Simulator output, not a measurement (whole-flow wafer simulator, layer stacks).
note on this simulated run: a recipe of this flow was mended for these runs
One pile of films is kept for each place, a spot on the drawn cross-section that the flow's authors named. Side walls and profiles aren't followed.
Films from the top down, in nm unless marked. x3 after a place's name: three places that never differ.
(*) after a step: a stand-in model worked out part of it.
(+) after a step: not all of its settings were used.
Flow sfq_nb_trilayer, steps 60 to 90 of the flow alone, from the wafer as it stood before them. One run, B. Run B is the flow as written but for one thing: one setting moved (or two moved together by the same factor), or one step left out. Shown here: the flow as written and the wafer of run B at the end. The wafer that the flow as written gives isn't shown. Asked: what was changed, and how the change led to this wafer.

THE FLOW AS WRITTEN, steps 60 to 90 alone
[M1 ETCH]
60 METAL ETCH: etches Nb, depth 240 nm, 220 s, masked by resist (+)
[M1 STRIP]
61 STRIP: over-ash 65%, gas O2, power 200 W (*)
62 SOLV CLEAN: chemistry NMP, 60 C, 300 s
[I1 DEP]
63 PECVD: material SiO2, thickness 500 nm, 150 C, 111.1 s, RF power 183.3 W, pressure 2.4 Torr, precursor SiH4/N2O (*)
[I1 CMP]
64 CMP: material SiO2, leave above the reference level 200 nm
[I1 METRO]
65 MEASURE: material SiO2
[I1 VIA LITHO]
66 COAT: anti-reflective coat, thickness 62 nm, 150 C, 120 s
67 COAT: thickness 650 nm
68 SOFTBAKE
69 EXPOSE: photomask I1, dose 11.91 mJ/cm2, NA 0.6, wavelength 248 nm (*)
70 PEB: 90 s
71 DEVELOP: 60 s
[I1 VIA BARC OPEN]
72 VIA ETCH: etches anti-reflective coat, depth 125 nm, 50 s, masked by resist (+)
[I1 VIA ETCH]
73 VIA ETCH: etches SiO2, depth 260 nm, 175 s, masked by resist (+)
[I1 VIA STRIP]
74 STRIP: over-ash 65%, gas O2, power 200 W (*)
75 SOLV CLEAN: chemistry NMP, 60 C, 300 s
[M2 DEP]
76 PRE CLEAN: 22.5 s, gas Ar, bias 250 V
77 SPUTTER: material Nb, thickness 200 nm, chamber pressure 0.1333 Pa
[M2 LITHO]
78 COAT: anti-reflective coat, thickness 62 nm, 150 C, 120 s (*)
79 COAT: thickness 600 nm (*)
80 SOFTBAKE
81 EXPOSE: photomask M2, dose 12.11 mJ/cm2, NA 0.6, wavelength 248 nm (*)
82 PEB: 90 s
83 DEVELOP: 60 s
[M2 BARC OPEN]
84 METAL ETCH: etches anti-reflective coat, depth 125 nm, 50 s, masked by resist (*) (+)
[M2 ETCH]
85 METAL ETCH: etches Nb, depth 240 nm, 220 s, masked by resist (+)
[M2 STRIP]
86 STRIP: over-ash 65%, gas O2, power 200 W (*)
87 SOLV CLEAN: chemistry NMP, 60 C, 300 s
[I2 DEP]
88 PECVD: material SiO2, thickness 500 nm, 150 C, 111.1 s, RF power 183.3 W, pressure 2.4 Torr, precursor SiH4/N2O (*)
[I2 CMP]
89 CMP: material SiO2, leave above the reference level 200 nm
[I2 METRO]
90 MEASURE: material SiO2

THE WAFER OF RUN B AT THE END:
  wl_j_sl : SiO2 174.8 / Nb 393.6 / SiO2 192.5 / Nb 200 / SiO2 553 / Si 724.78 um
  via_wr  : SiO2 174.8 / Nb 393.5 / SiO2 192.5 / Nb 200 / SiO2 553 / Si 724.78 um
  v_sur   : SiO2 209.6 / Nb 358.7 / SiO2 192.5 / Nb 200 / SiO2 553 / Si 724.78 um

The cause: step 61, STRIP: over-ash 65%, gas O2, power 200 W (*), was left out.

How the change led to this, step by step:
  63 PECVD: material SiO2, thickness 500 nm, 150 C, 111.1 s, RF power 183.3 W, pressure 2.4 Torr, precursor SiH4/N2O (*)
      lsp_m, ln_m6, lsp_r, l0_sur, l0v: SiO2 +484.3 (as written it would be: SiO2 +494.8)
      wl_d_sl, wl_d_sr: SiO2 +500 (as written it would be: SiO2 +561.1)
      (and at 1 more place)
  64 CMP: material SiO2, leave above the reference level 200 nm
      wl_j_sl, wl_jj, wl_j_sr and 13 more: SiO2 -500 (all of it), KrF-resist-other-grade -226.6 (as written it would be: SiO2 -300)
      v_sur: SiO2 -500 (all of it), KrF-resist-other-grade -207.4 (as written it would be: SiO2 -300)
      (and at 29 more places)
  73 VIA ETCH: etches SiO2, depth 260 nm, 175 s, masked by resist (+)
      via_v: KrF-resist-other-grade -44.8 (as written it would be: SiO2 -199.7 (all of it), Nb -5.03)
  74 STRIP: over-ash 65%, gas O2, power 200 W (*)
      wl_j_sl, wl_jj, wl_j_sr and 13 more: KrF-resist-other-grade -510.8 (all of it), anti-reflective coat -62 (all of it), KrF-resist-other-grade -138 (all of it), anti-reflective coat -62 (all of it) (as written it would be: KrF-resist-other-grade -510.8 (all of it), anti-reflective coat -62 (all of it))
      v_sur: KrF-resist-other-grade -510.8 (all of it), anti-reflective coat -62 (all of it), KrF-resist-other-grade -154.4 (all of it), anti-reflective coat -45.6 (all of it) (as written it would be: KrF-resist-other-grade -510.8 (all of it), anti-reflective coat -62 (all of it))
      (and at 7 more places)
  76 PRE CLEAN: 22.5 s, gas Ar, bias 250 V
      v_sur, via_wl, via_w and 20 more: Nb -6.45 (as written it would be: SiO2 -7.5)
  77 SPUTTER: material Nb, thickness 200 nm, chamber pressure 0.1333 Pa
      via_wr, via_sp, wl_j_sl and 15 more: Nb +200 (as written it would be: Nb +200 (new film))
      v_sur: Nb +165.2 (as written it would be: Nb +200 (new film))
      (and at 5 more places)
  78 COAT: anti-reflective coat, thickness 62 nm, 150 C, 120 s (*)
      p3_l2, p3_l3, p3_l5: anti-reflective coat +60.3 (new film) (as written it would be: anti-reflective coat +62 (new film))
      wl_g_m5, m5r_space_l, m5r_space_r: anti-reflective coat +56.3 (new film) (as written it would be: anti-reflective coat +62 (new film))
      (and at 88 more places)
  79 COAT: thickness 600 nm (*)
      m0r_line_l x3: KrF-resist-other-grade +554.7 (new film) (as written it would be: KrF-resist-other-grade +600 (new film))
      m0r_space_l, m6r_space_l x2: KrF-resist-other-grade +576.2 (new film) (as written it would be: KrF-resist-other-grade +600 (new film))
      (and at 73 more places)
  82 PEB: 90 s
      via_w: KrF-resist-other-grade -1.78 (as written it would be: KrF-resist-other-grade -1.23)
  83 DEVELOP: 60 s
      m0r_line_l x3: KrF-resist-other-grade -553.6 (all of it) (as written it would be: KrF-resist-other-grade -598.7 (all of it))
      m0r_space_l, m6r_space_l x2: KrF-resist-other-grade -575 (all of it) (as written it would be: KrF-resist-other-grade -598.7 (all of it))
      (and at 51 more places)
  84 METAL ETCH: etches anti-reflective coat, depth 125 nm, 50 s, masked by resist (*) (+)
      ln_m5: anti-reflective coat -125 (as written it would be: anti-reflective coat -62.3 (all of it))
      p3_l2, p3_l3, p3_l5: anti-reflective coat -60.3 (all of it) (as written it would be: anti-reflective coat -62 (all of it))
      (and at 69 more places)
  85 METAL ETCH: etches Nb, depth 240 nm, 220 s, masked by resist (+)
      ln_m5: anti-reflective coat -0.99 (all of it), Nb -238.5 (as written it would be: Nb -200 (all of it), SiO2 -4)
      wl_d_m1: Nb -240 (as written it would be: Nb -200 (all of it), SiO2 -4)
  86 STRIP: over-ash 65%, gas O2, power 200 W (*)
      v_sur: KrF-resist-other-grade -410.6 (all of it), anti-reflective coat -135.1 (all of it) (as written it would be: KrF-resist-other-grade -360.6 (all of it), anti-reflective coat -64.8 (all of it))
      via_wl: KrF-resist-other-grade -473.8 (all of it), anti-reflective coat -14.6 (all of it) (as written it would be: KrF-resist-other-grade -357.4 (all of it), anti-reflective coat -67.7 (all of it))
      (and at 20 more places)
  88 PECVD: material SiO2, thickness 500 nm, 150 C, 111.1 s, RF power 183.3 W, pressure 2.4 Torr, precursor SiH4/N2O (*)
      ln_m5: SiO2 +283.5 (new film), void +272 (new film), SiO2 +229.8 (new film) (as written it would be: SiO2 +500)
      wl_d_m1: SiO2 +668 (new film) (as written it would be: SiO2 +500)
      (and at 2 more places)
  89 CMP: material SiO2, leave above the reference level 200 nm
      ln_m5: SiO2 -283.5 (all of it), void -272 (all of it) (as written it would be: SiO2 -96)
      field_l, be, be_sur and 79 more: SiO2 -320.2 (as written it would be: SiO2 -96)
      (and at 22 more places)
Counting metal films that touch as one body, wl_j_sl has 2 bodies (between them, from the top down: SiO2 192.5); the flow as written gives 3 bodies (between them, from the top down: SiO2 192.5; SiO2 192.5).
Counting metal films that touch as one body, via_wr has 2 bodies (between them, from the top down: SiO2 192.5); the flow as written gives 3 bodies (between them, from the top down: SiO2 192.5; SiO2 192.5).
Counting metal films that touch as one body, v_sur has 2 bodies (between them, from the top down: SiO2 192.5); the flow as written gives 3 bodies (between them, from the top down: SiO2 192.5; SiO2 192.5).
